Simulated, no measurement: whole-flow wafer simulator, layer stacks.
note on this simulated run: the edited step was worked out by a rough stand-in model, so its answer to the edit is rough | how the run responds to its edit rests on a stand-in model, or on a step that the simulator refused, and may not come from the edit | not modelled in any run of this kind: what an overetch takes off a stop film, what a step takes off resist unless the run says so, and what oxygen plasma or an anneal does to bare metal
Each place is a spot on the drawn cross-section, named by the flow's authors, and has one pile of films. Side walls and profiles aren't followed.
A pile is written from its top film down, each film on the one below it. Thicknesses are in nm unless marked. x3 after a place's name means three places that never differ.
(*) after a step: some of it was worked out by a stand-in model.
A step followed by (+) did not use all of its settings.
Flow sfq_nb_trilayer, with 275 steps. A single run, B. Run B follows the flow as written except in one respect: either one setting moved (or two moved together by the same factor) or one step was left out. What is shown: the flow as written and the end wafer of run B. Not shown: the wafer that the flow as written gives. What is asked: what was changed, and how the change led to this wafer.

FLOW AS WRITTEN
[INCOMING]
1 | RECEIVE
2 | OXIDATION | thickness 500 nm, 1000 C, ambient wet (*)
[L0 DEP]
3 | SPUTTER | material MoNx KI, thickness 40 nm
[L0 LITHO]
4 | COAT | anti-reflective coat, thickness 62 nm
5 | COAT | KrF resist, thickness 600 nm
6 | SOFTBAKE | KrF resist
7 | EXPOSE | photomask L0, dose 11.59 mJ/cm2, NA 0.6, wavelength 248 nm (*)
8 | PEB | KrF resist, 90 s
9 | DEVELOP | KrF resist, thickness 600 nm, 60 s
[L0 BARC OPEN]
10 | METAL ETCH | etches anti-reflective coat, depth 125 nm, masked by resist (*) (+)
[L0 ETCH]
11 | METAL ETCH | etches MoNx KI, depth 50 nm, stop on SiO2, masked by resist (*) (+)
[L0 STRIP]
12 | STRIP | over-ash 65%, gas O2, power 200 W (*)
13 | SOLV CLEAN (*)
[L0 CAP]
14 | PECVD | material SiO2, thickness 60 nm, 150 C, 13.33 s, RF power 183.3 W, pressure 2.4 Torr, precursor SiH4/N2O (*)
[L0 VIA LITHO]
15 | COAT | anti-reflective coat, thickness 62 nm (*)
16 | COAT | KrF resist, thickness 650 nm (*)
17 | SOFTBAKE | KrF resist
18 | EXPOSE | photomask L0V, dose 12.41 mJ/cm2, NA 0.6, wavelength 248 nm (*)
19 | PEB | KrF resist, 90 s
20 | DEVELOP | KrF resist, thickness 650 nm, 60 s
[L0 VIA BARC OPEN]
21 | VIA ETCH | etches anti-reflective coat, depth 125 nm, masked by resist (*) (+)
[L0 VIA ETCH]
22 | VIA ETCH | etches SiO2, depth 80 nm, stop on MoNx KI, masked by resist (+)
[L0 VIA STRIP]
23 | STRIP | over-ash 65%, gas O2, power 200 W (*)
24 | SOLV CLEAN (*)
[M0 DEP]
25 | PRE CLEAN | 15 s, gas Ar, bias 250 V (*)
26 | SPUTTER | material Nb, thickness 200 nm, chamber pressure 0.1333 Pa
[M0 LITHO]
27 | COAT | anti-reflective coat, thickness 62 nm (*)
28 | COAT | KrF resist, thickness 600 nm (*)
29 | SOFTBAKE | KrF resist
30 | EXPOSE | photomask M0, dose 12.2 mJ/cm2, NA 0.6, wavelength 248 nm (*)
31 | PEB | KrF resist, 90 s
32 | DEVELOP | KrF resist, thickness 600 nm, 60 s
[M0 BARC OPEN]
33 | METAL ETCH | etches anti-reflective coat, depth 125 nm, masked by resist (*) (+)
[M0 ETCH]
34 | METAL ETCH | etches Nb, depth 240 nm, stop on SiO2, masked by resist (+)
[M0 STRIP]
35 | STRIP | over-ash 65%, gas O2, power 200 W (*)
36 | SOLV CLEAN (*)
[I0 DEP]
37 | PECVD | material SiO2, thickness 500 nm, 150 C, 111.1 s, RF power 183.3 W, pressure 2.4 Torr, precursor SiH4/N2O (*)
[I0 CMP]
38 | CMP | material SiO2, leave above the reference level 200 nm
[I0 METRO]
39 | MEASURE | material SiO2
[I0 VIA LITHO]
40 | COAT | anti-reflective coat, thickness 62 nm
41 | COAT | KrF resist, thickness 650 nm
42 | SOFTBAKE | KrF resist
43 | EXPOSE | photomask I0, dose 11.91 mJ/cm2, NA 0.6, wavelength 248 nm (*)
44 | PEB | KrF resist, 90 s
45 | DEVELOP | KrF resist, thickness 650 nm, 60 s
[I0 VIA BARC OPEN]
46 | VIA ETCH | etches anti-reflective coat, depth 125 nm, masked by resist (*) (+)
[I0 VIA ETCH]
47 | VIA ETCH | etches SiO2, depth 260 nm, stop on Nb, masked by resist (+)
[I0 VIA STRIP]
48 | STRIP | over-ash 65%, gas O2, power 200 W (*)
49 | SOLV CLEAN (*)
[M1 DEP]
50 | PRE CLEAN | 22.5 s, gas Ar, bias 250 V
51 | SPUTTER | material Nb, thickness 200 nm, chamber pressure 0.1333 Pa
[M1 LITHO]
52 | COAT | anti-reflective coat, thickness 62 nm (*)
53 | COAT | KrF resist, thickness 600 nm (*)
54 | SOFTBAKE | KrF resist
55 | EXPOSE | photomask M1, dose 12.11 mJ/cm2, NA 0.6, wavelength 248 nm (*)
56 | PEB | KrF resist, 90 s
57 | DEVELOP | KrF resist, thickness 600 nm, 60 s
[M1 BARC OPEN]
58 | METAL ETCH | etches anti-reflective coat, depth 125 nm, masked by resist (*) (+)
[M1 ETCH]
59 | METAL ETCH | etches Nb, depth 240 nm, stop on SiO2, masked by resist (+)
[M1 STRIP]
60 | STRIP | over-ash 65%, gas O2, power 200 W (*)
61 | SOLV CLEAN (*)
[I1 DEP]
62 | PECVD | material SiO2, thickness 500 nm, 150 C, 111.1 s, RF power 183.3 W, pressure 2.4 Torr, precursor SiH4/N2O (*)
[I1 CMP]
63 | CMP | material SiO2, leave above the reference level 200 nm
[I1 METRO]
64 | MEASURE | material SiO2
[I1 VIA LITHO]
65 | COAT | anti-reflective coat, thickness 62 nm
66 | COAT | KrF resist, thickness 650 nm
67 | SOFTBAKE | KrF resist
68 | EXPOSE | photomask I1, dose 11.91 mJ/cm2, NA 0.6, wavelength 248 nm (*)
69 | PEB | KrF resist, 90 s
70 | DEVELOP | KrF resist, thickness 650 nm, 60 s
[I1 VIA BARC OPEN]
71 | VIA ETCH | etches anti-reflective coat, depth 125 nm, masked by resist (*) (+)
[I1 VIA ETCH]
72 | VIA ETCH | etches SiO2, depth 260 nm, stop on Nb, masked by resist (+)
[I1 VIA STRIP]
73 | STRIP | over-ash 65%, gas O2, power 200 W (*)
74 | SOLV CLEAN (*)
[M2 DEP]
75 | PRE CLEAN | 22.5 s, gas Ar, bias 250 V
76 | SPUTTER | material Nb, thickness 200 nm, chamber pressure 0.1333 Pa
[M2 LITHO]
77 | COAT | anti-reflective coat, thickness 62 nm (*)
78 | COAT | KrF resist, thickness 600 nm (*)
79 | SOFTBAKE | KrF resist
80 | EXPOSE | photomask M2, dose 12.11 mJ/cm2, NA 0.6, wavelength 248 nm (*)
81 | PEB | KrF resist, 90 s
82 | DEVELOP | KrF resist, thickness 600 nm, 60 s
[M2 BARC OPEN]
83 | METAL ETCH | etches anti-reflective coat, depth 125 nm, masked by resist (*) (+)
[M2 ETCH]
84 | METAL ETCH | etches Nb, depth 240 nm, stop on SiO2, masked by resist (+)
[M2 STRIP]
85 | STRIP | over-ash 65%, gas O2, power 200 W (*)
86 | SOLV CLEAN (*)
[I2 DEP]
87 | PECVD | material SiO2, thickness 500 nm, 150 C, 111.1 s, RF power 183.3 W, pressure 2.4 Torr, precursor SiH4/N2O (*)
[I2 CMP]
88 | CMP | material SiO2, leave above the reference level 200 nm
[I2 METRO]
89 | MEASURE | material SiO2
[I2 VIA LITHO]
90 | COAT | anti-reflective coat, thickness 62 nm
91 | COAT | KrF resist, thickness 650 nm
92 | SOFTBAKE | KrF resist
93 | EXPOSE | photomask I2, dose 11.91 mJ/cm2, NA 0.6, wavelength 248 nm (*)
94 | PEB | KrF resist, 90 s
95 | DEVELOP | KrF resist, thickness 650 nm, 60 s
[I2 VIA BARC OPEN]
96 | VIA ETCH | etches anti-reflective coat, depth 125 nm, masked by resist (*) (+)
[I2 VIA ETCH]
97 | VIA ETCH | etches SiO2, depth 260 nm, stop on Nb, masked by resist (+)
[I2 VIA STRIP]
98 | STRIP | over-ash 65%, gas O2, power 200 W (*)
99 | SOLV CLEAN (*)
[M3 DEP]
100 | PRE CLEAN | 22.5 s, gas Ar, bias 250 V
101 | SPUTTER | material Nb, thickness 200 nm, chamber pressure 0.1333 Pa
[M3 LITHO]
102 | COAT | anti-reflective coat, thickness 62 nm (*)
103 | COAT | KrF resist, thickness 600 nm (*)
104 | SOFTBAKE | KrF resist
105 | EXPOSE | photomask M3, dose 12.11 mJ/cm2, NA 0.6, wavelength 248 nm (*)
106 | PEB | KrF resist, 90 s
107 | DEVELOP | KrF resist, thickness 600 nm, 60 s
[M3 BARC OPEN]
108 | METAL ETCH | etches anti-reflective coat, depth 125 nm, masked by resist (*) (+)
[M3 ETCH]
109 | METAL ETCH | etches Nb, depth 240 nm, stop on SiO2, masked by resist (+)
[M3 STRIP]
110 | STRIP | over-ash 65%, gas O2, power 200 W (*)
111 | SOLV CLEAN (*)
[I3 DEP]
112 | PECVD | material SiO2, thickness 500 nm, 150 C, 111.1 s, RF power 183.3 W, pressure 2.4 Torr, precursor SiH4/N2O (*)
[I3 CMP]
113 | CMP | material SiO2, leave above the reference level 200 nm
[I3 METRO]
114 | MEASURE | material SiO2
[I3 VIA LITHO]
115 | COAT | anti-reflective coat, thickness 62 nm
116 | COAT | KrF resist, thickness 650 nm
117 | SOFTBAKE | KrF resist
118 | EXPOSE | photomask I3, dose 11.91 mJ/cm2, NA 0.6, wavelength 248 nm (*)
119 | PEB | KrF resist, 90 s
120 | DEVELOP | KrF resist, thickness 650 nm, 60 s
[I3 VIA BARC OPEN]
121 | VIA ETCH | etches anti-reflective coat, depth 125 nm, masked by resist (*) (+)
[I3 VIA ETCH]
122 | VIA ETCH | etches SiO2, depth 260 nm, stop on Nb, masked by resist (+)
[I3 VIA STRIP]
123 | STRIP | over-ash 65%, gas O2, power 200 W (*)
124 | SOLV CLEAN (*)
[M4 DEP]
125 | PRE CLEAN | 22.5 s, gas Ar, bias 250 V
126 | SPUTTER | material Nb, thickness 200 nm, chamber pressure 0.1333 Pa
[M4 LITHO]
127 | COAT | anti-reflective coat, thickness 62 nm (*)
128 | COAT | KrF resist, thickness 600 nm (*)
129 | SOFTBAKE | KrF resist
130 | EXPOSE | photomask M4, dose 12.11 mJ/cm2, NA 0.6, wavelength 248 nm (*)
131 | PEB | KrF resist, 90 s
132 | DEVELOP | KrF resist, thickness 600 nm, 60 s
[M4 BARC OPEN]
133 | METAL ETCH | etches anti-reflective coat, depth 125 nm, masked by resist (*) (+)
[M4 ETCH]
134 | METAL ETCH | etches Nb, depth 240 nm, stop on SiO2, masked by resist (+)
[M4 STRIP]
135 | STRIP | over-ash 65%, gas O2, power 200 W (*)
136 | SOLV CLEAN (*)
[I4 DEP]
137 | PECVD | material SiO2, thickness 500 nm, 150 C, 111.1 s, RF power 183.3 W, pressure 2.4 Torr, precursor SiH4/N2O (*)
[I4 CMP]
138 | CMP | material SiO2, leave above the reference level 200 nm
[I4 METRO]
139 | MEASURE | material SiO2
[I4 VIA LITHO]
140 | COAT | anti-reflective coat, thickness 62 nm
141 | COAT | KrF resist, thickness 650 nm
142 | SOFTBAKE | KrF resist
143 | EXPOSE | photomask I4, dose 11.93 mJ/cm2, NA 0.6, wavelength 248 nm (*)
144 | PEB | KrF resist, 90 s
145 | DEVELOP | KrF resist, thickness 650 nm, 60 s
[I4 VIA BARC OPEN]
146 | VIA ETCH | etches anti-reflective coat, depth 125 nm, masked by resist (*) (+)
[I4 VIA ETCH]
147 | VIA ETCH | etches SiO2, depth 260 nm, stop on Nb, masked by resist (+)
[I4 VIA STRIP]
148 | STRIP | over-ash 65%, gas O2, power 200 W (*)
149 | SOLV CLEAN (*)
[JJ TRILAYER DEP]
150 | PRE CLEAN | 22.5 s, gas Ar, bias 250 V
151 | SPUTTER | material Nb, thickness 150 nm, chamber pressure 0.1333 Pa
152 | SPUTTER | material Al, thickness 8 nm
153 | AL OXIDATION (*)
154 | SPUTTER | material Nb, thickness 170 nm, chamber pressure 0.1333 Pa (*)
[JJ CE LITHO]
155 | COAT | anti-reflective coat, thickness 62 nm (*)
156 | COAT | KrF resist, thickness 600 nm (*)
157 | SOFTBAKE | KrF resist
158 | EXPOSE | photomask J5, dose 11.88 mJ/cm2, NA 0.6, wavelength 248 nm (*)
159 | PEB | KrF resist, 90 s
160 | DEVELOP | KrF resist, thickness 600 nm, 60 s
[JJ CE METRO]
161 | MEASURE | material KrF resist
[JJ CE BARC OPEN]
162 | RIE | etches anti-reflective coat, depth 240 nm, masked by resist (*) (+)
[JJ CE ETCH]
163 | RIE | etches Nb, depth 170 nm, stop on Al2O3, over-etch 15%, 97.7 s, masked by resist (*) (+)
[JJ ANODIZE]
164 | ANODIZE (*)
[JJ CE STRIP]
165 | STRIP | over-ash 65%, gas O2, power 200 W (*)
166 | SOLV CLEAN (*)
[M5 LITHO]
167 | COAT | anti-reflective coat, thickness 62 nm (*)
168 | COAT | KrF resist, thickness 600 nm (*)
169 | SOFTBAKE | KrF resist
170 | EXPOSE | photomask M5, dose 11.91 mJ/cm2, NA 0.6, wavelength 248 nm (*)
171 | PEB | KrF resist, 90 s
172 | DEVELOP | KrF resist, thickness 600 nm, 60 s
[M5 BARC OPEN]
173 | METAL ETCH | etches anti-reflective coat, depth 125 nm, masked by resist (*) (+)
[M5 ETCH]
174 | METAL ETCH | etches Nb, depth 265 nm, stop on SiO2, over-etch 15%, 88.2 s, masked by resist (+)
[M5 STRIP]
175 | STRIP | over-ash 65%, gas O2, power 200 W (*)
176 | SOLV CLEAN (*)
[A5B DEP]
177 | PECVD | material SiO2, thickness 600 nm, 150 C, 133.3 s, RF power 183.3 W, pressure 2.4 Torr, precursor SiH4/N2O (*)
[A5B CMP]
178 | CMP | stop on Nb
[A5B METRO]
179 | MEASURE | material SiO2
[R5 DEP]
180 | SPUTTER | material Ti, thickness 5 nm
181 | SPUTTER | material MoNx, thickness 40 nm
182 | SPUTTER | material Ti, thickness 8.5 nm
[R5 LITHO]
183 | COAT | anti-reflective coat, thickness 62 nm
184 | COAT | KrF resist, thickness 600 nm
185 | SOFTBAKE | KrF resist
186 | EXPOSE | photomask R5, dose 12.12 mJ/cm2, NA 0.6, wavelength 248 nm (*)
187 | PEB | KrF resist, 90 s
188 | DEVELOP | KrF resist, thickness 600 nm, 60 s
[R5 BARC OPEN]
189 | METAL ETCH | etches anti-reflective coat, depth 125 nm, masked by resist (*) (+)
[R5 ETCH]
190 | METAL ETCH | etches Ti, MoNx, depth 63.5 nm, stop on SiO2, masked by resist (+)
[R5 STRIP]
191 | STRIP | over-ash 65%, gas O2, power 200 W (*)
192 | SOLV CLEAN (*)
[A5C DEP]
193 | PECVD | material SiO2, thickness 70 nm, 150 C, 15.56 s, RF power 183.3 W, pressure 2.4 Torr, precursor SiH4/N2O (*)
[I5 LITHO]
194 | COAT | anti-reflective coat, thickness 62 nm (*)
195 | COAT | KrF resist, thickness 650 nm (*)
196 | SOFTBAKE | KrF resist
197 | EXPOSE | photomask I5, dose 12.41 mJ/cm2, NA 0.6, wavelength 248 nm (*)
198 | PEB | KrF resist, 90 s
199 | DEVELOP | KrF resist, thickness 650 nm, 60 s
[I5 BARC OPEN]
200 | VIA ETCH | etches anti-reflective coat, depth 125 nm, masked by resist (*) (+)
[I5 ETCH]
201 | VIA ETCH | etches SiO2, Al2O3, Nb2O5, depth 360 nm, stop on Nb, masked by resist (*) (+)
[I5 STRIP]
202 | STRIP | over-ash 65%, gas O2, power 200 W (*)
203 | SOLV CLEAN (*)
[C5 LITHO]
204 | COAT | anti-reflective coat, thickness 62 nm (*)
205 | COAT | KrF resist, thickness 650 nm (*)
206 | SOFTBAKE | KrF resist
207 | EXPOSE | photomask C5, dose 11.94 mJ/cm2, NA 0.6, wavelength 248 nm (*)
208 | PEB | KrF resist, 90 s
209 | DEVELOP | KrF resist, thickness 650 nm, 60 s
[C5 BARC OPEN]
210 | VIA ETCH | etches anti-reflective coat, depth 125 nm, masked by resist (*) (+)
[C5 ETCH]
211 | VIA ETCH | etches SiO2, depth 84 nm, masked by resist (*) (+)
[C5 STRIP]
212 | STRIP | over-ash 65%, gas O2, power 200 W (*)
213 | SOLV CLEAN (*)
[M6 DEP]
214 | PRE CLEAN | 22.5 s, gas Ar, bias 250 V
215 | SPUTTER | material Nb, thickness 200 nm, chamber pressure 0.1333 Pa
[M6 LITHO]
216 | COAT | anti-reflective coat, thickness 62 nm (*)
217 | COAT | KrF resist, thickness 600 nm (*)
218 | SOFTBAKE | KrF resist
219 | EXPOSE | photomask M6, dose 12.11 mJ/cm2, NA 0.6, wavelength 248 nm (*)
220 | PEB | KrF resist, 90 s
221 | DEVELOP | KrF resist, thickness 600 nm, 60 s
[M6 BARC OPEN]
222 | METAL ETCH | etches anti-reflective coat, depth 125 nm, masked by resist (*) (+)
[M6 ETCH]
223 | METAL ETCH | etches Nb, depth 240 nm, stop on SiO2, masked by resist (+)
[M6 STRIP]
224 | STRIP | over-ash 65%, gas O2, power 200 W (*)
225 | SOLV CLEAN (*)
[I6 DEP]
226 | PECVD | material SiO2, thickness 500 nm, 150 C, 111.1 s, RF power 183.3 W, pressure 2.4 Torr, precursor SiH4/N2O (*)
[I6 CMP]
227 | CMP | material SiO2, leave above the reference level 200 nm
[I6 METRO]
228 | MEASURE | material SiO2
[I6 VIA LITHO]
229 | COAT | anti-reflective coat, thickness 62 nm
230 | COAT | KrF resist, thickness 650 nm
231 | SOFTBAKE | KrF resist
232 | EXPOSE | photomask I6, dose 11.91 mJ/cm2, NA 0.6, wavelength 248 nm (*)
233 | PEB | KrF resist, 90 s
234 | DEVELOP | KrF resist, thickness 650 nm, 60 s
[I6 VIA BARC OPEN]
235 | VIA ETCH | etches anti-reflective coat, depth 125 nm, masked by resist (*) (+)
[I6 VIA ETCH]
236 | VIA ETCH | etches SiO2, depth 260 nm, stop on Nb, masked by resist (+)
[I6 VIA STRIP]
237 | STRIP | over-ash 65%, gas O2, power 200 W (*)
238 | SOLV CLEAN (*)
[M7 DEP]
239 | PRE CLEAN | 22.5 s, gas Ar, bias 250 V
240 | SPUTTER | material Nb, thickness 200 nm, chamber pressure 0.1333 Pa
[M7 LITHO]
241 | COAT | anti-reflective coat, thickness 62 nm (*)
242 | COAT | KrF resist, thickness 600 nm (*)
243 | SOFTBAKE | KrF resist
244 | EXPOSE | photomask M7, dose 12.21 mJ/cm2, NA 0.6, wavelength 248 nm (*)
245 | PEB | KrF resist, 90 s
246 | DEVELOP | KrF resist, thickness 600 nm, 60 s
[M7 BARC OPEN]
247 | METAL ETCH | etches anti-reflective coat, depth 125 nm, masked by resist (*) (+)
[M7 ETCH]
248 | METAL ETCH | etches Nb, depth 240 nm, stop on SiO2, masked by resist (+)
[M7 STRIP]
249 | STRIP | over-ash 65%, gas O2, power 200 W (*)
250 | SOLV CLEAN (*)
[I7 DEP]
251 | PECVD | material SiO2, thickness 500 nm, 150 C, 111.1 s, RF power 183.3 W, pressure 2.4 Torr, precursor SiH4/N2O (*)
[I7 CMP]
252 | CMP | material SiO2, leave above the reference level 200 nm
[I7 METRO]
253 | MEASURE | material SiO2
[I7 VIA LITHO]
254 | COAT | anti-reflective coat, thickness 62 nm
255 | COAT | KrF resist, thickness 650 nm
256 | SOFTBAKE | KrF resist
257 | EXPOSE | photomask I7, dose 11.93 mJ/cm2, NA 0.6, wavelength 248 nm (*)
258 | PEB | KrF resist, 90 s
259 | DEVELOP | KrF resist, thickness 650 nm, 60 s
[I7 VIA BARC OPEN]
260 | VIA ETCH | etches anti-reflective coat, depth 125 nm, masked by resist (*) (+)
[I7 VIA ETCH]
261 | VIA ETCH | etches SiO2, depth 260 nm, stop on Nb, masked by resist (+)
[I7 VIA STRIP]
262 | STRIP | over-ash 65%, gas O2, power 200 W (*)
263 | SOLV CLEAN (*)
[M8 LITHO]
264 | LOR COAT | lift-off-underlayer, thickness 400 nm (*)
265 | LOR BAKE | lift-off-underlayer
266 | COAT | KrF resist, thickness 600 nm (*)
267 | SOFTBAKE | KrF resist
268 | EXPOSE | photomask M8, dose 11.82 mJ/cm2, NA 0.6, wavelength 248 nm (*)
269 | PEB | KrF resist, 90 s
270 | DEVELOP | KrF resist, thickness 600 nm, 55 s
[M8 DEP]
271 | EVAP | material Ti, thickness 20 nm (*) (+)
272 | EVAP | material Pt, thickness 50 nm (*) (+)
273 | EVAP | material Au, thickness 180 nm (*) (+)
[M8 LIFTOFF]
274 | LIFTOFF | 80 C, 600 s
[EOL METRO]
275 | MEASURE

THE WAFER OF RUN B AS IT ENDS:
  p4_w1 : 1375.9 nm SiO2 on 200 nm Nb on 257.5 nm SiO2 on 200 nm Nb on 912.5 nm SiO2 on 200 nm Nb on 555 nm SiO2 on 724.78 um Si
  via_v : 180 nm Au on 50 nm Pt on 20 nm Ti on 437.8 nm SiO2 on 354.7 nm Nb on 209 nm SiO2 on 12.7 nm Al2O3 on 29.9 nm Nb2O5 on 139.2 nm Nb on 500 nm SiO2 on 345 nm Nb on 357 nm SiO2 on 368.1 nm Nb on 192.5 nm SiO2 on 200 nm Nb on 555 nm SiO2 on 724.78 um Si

Cause: step 87, PECVD: thickness 335 nm was run, while the flow as written has thickness 500 nm; step 87, PECVD: 74.44 s was run, where the flow has 111.1 s.

Step by step, how the change led to this:
  87 | PECVD | material SiO2, thickness 500 nm, 150 C, 111.1 s, RF power 183.3 W, pressure 2.4 Torr, precursor SiH4/N2O (*)
      field_l, be, be_sur and 81 more: SiO2 gains 335 (as written it would have been: SiO2 gains 500)
      v_sur, via_wl, via_w and 18 more: SiO2 gains 335 (new film) (as written it would have been: SiO2 gains 500 (new film))
      (and at 1 other place as well)
  88 | CMP | material SiO2, leave above the reference level 200 nm
      field_l, be, be_sur and 81 more: nothing (as written it would have been: SiO2 loses 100)
      via_v: nothing (as written it would have been: SiO2 loses 181.6)
      (and at 21 other places as well)
  90 | COAT | anti-reflective coat, thickness 62 nm
      m0r_line_l, m0r_line_r, m6r_line_l, m6r_line_r, m7r_line_l, m7r_line_r: anti-reflective coat gains 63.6 (new film) (as written it would have been: anti-reflective coat gains 62 (new film))
      m0r_space_l, m0r_space_r, m6r_space_l, m6r_space_r, m7r_space_l, m7r_space_r: anti-reflective coat gains 71.3 (new film) (as written it would have been: anti-reflective coat gains 62 (new film))
      (and at 55 other places as well)
  91 | COAT | KrF resist, thickness 650 nm
      m5r_linepad_l, m5r_linepad_r: KrF resist gains 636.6 (new film) (as written it would have been: KrF resist gains 650 (new film))
      v_sur: KrF resist gains 626.1 (new film) (as written it would have been: KrF resist gains 650 (new film))
      (and at 19 other places as well)
  95 | DEVELOP | KrF resist, thickness 650 nm, 60 s
      via_w: KrF resist loses 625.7 (all of it) (as written it would have been: KrF resist loses 648.6 (all of it))
  96 | VIA ETCH | etches anti-reflective coat, depth 125 nm, masked by resist (*) (+)
      field_l, v_sur, via_wl and 102 more: KrF resist loses 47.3 (as written it would have been: KrF resist loses 51.7)
      via_w: anti-reflective coat loses 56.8 (all of it), SiO2 loses 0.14 (as written it would have been: anti-reflective coat loses 62 (all of it), SiO2 loses 0.16)
  98 | STRIP | over-ash 65%, gas O2, power 200 W (*)
      m0r_line_l, m0r_line_r, m6r_line_l, m6r_line_r, m7r_line_l, m7r_line_r: KrF resist loses 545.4 (all of it), anti-reflective coat loses 63.6 (all of it) (as written it would have been: KrF resist loses 528.6 (all of it), anti-reflective coat loses 62 (all of it))
      m0r_space_l, m0r_space_r, m6r_space_l, m6r_space_r, m7r_space_l, m7r_space_r: KrF resist loses 540.2 (all of it), anti-reflective coat loses 71.3 (all of it) (as written it would have been: KrF resist loses 528.6 (all of it), anti-reflective coat loses 62 (all of it))
      (and at 56 other places as well)
  101 | SPUTTER | material Nb, thickness 200 nm, chamber pressure 0.1333 Pa
      via_v: Nb gains 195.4 (new film) (as written it would have been: Nb gains 200 (new film))
  102 | COAT | anti-reflective coat, thickness 62 nm (*)
      m0r_line_r, m5r_line_l, m5r_line_r, m6r_line_r, m7r_line_r: anti-reflective coat gains 63.5 (new film) (as written it would have been: anti-reflective coat gains 62 (new film))
      wl_a_sl, wl_a_m6, wl_b_m5, wl_b_sr: anti-reflective coat gains 60.3 (new film) (as written it would have been: anti-reflective coat gains 62 (new film))
      (and at 58 other places as well)
  103 | COAT | KrF resist, thickness 600 nm (*)
      wl_c_sr, wl_e_m5: KrF resist gains 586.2 (new film) (as written it would have been: KrF resist gains 600 (new film))
      m5r_linepad_l, m5r_linepad_r: KrF resist gains 586.3 (new film) (as written it would have been: KrF resist gains 600 (new film))
      (and at 19 other places as well)
  107 | DEVELOP | KrF resist, thickness 600 nm, 60 s
      m5r_linepad_l, m5r_linepad_r: KrF resist loses 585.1 (all of it) (as written it would have been: KrF resist loses 598.7 (all of it))
      wl_d_sl: KrF resist loses 620.5 (all of it) (as written it would have been: KrF resist loses 598.7 (all of it))
      (and at 10 other places as well)
  108 | METAL ETCH | etches anti-reflective coat, depth 125 nm, masked by resist (*) (+)
      v_sur, via_wl, via_w and 28 more: KrF resist loses 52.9 (as written it would have been: KrF resist loses 51.7)
      m0r_line_r, m5r_line_l, m5r_line_r, m6r_line_r, m7r_line_r: anti-reflective coat loses 63.5 (all of it) (as written it would have been: anti-reflective coat loses 62 (all of it))
      (and at 40 other places as well)
  110 | STRIP | over-ash 65%, gas O2, power 200 W (*)
      wl_a_sl, wl_b_sr: KrF resist loses 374 (all of it), anti-reflective coat loses 60.3 (all of it) (as written it would have been: KrF resist loses 382.4 (all of it), anti-reflective coat loses 62 (all of it))
      wl_a_m6, wl_b_m5: KrF resist loses 374.4 (all of it), anti-reflective coat loses 60.3 (all of it) (as written it would have been: KrF resist loses 382.4 (all of it), anti-reflective coat loses 62 (all of it))
      (and at 18 other places as well)
  113 | CMP | material SiO2, leave above the reference level 200 nm
      field_l, be, be_sur and 64 more: SiO2 loses 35 (as written it would have been: SiO2 loses 100)
      p4_w1, p4_w2, p4_w3 and 6 more: SiO2 loses 235 (as written it would have been: SiO2 loses 300)
      (and at 9 other places as well)
  122 | VIA ETCH | etches SiO2, depth 260 nm, stop on Nb, masked by resist (+)
      via_v: SiO2 loses 260 (as written it would have been: SiO2 loses 199.8 (all of it))
  125 | PRE CLEAN | 22.5 s, gas Ar, bias 250 V
      via_v: SiO2 loses 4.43 (all of it), Nb loses 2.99 (as written it would have been: Nb loses 6.45)
  ... another 4 steps ...
  137 | PECVD | material SiO2, thickness 500 nm, 150 C, 111.1 s, RF power 183.3 W, pressure 2.4 Torr, precursor SiH4/N2O (*)
      via_v: SiO2 gains 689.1 (new film) (as written it would have been: SiO2 gains 615 (new film))
